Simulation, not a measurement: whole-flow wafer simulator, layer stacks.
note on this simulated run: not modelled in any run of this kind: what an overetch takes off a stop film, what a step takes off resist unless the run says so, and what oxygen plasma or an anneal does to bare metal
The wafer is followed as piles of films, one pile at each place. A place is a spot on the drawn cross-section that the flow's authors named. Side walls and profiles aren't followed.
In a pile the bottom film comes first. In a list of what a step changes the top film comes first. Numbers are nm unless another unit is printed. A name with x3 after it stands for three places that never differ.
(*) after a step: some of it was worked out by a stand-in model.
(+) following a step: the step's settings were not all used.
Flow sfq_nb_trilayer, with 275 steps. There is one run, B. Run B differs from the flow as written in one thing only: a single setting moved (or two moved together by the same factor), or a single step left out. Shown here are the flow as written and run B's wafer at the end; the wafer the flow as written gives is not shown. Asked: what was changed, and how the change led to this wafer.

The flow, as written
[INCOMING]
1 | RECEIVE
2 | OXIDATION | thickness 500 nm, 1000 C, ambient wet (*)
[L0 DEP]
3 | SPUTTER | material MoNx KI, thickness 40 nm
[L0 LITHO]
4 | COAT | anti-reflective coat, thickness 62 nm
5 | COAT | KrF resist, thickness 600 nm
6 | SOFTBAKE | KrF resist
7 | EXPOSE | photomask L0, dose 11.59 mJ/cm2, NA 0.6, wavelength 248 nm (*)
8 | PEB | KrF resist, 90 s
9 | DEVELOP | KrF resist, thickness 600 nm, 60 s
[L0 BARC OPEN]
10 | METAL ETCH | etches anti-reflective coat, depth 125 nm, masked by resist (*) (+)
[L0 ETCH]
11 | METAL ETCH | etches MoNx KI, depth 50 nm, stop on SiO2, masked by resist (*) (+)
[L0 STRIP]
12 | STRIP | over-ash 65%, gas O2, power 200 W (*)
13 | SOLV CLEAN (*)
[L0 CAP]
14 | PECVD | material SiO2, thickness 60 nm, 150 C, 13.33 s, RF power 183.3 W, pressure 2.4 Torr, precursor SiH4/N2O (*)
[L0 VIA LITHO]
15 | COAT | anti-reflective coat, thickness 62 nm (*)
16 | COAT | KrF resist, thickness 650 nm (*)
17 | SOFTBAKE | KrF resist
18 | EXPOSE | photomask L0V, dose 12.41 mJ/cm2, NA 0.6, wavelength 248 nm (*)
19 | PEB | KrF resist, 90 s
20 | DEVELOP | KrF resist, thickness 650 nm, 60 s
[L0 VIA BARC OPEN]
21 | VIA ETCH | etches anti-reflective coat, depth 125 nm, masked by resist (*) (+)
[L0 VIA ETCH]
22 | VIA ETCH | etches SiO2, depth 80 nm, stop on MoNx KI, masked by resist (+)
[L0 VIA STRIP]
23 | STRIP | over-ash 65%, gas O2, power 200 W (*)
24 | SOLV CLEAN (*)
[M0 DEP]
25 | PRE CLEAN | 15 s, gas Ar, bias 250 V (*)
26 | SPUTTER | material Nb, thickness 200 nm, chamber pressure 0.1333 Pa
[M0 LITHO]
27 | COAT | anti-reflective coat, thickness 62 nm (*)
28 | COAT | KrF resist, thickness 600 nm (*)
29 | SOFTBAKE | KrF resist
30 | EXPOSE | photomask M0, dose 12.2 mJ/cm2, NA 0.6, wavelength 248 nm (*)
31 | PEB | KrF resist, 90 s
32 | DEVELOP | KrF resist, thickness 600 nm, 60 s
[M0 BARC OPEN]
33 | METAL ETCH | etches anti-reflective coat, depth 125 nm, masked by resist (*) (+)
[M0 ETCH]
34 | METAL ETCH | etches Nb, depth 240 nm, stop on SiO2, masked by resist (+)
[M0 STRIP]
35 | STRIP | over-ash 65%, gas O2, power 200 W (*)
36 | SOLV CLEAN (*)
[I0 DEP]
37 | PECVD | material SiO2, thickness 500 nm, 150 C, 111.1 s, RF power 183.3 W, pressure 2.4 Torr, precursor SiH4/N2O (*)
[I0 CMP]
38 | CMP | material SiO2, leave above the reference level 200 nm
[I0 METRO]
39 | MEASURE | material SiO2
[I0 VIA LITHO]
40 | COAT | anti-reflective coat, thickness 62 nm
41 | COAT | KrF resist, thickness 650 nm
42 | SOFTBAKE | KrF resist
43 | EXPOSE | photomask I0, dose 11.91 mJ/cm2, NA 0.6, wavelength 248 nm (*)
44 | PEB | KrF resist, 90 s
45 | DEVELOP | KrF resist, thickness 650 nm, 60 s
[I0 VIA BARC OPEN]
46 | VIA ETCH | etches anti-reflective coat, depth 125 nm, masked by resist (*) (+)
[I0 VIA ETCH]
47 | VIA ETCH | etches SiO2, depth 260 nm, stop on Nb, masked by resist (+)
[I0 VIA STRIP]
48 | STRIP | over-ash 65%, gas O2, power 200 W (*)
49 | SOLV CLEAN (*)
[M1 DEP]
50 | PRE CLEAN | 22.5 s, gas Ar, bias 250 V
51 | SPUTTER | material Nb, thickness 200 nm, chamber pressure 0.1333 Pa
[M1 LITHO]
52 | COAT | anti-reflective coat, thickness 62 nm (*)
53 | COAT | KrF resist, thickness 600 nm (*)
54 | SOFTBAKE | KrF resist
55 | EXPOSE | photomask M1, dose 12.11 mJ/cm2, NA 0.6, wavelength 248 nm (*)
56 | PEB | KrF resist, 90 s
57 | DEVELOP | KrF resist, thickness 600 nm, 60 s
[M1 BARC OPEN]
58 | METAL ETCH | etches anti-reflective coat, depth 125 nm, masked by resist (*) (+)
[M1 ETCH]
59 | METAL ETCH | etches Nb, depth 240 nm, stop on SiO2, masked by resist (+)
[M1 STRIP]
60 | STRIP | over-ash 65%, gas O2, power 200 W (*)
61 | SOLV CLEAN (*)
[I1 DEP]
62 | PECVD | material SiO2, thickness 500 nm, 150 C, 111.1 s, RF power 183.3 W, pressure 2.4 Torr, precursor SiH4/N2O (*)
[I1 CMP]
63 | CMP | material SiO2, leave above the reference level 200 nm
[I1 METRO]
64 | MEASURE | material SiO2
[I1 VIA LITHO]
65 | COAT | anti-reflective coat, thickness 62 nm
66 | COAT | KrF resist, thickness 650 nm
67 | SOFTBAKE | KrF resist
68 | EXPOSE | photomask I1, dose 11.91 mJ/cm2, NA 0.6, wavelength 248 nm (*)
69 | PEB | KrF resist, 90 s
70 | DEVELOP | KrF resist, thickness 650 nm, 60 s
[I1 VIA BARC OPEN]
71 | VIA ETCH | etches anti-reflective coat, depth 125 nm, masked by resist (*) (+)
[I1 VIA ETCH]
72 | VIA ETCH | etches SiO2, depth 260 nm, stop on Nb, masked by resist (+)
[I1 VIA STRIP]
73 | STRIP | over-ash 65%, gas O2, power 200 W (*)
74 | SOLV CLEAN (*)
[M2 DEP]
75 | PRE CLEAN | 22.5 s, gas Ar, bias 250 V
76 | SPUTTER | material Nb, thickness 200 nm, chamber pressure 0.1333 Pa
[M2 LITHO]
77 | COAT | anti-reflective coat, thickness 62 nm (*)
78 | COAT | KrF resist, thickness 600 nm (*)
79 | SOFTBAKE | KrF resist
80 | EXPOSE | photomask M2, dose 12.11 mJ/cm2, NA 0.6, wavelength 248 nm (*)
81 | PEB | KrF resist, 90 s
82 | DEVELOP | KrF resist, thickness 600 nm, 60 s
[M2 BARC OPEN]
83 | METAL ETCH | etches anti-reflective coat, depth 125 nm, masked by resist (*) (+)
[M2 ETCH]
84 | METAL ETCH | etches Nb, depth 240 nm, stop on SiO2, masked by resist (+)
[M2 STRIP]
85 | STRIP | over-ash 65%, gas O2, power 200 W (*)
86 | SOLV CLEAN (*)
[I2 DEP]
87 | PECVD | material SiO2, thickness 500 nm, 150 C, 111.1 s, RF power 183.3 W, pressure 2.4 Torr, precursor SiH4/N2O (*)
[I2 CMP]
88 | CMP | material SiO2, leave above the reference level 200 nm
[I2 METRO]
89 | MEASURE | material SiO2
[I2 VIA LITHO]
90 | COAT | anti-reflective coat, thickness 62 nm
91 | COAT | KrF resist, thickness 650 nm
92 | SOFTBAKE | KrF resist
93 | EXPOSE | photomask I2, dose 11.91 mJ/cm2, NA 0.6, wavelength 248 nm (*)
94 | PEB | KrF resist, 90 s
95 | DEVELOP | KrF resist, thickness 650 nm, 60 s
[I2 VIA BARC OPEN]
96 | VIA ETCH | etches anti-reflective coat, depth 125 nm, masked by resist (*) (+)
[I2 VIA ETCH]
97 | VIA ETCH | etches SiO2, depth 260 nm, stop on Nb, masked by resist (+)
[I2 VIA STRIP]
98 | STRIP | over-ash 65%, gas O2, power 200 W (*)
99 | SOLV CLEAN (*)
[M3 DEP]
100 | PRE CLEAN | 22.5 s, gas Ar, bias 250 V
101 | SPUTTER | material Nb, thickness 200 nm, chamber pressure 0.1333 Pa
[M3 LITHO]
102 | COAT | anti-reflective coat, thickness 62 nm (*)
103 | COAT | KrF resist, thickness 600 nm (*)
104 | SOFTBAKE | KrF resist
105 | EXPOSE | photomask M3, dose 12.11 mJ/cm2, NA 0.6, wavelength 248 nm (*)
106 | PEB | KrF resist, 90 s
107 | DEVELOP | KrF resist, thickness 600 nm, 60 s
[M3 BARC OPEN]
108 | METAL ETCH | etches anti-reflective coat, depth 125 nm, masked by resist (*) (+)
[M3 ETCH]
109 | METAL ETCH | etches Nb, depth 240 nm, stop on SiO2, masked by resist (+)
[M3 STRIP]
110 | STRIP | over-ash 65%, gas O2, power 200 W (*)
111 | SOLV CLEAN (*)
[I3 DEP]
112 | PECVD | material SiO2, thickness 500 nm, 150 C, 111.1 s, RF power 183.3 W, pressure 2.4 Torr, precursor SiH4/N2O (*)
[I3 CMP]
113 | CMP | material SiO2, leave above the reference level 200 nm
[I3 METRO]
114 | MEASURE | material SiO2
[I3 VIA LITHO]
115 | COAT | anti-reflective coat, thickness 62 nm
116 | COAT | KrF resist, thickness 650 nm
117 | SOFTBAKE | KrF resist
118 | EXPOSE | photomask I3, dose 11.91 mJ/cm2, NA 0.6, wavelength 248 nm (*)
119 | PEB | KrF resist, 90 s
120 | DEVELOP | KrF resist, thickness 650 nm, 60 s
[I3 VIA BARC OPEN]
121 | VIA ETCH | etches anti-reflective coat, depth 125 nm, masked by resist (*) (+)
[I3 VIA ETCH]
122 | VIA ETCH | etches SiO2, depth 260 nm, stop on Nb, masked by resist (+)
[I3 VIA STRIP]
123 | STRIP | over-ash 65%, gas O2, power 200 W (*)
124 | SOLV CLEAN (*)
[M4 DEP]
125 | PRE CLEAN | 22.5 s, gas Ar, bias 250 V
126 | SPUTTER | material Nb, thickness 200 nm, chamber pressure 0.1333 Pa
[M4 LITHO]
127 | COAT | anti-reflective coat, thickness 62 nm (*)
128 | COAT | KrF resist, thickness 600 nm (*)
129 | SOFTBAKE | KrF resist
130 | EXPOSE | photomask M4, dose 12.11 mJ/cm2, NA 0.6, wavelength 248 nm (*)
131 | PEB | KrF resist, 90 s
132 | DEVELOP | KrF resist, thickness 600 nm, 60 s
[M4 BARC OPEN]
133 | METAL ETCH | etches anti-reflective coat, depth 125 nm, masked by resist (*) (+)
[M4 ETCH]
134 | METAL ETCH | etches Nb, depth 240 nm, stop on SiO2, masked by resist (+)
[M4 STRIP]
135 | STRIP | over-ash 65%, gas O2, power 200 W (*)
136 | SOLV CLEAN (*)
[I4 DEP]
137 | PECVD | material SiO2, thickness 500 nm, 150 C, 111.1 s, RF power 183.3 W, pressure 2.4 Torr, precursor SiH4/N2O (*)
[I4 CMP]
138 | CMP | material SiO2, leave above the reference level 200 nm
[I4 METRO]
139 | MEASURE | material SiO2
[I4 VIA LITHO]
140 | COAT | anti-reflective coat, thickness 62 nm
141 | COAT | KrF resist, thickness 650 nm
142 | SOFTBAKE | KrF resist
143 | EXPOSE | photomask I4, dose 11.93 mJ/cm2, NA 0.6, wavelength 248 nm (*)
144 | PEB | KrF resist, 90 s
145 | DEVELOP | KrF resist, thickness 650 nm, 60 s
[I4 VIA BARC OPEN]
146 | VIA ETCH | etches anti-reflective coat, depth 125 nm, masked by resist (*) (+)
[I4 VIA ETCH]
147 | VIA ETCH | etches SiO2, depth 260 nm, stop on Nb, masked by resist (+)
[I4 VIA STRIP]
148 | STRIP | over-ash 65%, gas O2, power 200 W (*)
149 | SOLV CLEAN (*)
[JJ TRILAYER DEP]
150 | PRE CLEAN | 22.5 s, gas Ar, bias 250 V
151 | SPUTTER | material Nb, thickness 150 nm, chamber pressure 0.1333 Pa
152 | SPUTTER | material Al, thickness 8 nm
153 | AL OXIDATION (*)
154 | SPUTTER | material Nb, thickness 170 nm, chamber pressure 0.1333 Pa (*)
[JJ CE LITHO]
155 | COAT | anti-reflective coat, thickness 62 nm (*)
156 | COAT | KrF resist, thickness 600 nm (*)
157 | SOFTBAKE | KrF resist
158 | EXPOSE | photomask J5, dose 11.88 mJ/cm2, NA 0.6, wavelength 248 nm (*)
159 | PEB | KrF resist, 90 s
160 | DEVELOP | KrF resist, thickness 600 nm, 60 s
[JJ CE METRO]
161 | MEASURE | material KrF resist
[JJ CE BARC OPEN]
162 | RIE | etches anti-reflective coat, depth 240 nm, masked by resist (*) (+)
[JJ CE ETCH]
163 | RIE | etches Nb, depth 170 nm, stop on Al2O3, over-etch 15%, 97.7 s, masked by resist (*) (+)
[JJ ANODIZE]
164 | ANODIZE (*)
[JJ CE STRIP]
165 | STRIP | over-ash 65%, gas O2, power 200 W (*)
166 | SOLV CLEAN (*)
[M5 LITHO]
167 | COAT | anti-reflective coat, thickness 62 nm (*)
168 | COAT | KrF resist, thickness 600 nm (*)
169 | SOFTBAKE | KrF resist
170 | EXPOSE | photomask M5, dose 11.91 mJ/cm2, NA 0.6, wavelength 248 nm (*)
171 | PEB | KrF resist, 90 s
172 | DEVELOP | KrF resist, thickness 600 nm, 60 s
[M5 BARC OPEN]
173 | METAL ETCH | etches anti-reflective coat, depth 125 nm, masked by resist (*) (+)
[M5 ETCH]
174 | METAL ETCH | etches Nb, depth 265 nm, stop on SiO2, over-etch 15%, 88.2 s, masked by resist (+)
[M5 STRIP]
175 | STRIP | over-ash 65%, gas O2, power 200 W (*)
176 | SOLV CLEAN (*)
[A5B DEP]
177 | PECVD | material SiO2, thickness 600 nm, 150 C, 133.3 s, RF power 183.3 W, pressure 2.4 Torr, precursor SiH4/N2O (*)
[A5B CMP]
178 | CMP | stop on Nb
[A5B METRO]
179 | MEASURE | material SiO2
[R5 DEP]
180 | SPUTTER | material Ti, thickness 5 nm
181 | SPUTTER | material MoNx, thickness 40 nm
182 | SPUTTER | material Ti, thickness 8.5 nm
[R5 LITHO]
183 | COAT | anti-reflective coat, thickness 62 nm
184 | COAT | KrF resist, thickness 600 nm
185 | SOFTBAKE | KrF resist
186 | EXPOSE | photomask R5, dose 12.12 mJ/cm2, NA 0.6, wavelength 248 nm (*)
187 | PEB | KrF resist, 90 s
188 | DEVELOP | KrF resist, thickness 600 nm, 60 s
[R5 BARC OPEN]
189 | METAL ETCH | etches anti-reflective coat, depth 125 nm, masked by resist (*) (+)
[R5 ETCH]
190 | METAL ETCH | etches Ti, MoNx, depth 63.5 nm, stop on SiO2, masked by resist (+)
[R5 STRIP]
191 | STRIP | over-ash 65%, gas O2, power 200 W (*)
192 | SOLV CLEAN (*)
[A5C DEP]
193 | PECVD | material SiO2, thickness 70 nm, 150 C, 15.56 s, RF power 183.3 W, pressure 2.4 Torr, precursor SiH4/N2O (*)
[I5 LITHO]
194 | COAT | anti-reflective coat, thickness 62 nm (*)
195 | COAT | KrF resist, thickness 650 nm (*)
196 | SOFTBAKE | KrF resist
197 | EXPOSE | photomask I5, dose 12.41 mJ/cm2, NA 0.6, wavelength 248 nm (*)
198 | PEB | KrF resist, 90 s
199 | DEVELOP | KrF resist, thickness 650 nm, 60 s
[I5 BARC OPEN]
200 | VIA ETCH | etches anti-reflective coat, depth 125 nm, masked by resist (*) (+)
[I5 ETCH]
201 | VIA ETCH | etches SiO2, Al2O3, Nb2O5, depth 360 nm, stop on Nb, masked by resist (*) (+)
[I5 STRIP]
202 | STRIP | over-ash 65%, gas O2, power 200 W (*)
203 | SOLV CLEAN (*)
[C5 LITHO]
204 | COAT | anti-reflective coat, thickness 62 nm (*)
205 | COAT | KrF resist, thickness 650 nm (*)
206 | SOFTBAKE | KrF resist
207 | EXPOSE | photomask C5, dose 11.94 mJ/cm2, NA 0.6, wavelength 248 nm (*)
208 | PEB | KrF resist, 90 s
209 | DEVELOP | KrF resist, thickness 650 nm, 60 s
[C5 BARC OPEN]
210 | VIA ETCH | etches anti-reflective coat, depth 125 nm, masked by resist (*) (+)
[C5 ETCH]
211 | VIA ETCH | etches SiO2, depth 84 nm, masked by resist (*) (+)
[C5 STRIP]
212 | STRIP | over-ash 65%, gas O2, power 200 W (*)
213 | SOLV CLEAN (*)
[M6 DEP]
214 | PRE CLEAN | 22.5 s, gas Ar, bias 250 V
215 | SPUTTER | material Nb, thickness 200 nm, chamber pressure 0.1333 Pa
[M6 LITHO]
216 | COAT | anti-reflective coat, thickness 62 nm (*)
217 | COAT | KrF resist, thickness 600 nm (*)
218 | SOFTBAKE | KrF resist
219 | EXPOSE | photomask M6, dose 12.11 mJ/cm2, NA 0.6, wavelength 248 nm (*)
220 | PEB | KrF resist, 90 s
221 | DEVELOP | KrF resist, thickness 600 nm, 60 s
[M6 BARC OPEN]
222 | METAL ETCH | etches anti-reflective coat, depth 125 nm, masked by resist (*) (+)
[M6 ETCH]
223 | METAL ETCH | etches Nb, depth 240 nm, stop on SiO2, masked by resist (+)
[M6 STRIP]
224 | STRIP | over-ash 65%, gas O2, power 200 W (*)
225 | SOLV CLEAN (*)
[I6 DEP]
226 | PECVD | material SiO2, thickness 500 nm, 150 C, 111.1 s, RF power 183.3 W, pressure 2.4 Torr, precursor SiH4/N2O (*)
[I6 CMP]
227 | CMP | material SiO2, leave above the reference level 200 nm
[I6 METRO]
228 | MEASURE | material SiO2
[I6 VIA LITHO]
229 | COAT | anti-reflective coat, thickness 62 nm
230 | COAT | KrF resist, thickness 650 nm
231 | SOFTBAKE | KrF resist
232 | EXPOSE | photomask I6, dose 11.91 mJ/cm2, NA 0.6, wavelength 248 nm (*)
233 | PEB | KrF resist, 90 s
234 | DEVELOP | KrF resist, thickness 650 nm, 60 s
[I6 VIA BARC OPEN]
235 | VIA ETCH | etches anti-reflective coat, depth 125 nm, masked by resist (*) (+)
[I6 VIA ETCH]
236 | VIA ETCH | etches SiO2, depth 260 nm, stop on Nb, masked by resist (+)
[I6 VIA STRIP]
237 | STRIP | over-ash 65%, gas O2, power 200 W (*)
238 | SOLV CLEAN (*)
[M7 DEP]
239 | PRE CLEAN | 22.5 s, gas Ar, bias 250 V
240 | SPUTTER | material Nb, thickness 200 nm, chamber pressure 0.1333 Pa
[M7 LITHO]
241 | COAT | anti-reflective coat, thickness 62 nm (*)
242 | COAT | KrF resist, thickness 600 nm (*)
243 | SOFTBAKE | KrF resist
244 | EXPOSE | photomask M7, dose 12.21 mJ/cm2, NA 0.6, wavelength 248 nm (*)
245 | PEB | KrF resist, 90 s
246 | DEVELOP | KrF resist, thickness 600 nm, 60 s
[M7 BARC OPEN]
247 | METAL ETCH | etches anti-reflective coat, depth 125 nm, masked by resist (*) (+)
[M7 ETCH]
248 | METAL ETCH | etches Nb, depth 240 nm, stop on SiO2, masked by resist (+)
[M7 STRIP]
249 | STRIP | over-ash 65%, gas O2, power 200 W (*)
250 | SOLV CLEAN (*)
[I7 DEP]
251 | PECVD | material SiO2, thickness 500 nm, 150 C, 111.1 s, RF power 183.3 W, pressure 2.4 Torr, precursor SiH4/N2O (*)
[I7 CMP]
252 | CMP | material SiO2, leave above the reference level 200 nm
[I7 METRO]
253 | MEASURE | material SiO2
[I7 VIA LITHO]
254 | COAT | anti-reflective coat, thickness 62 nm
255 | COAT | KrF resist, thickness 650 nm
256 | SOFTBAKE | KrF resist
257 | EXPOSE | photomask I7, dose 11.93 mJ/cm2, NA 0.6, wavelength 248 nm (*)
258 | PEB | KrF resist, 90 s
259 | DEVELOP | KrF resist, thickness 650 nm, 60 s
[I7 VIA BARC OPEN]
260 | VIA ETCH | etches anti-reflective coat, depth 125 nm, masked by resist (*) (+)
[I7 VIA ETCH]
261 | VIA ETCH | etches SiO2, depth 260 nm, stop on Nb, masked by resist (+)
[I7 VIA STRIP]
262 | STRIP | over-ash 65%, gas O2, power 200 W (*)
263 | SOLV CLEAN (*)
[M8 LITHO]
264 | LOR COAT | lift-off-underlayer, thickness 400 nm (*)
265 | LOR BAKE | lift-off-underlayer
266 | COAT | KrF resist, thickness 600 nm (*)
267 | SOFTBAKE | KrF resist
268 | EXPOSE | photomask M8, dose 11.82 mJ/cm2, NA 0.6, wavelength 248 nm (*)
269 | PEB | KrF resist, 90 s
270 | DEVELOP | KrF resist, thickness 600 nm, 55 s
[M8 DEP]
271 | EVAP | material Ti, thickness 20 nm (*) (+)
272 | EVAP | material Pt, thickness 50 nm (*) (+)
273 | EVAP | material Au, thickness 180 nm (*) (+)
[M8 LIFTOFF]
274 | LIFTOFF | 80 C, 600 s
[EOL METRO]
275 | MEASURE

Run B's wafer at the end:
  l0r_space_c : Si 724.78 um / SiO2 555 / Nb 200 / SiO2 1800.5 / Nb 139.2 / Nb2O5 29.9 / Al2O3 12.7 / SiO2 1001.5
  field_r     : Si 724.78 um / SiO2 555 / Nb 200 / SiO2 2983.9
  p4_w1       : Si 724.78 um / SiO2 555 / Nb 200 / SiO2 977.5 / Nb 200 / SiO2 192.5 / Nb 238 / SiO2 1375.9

What caused this: step 126, SPUTTER: thickness 238 nm was run, while the flow as written has thickness 200 nm.
One can read it off the wafer: p4_w1 has Nb 238, and step 126 as written asks for 200 nm.

The path from the change to this, step by step:
  126 | SPUTTER | material Nb, thickness 200 nm, chamber pressure 0.1333 Pa
      field_l, v_sur, via_wl and 102 more: Nb gains 238 (new film) (it would be, as written: Nb gains 200 (new film))
      via_v: Nb gains 197.4 (it would be, as written: Nb gains 165.5)
  134 | METAL ETCH | etches Nb, depth 240 nm, stop on SiO2, masked by resist (+)
      field_l, be, be_sur and 64 more: Nb loses 238 (all of it) (it would be, as written: Nb loses 200 (all of it))
  137 | PECVD | material SiO2, thickness 500 nm, 150 C, 111.1 s, RF power 183.3 W, pressure 2.4 Torr, precursor SiH4/N2O (*)
      p3_s0, p3_s1, p3_s2, p3_s3, p3_s4, p3_s5: SiO2 gains 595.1 (it would be, as written: SiO2 gains 557.1)
  138 | CMP | material SiO2, leave above the reference level 200 nm
      field_l, be, be_sur and 55 more: SiO2 loses 62 (it would be, as written: SiO2 loses 100)
      lsp_r, l0_sur, l0v: SiO2 loses 52.4 (it would be, as written: SiO2 loses 91.9)
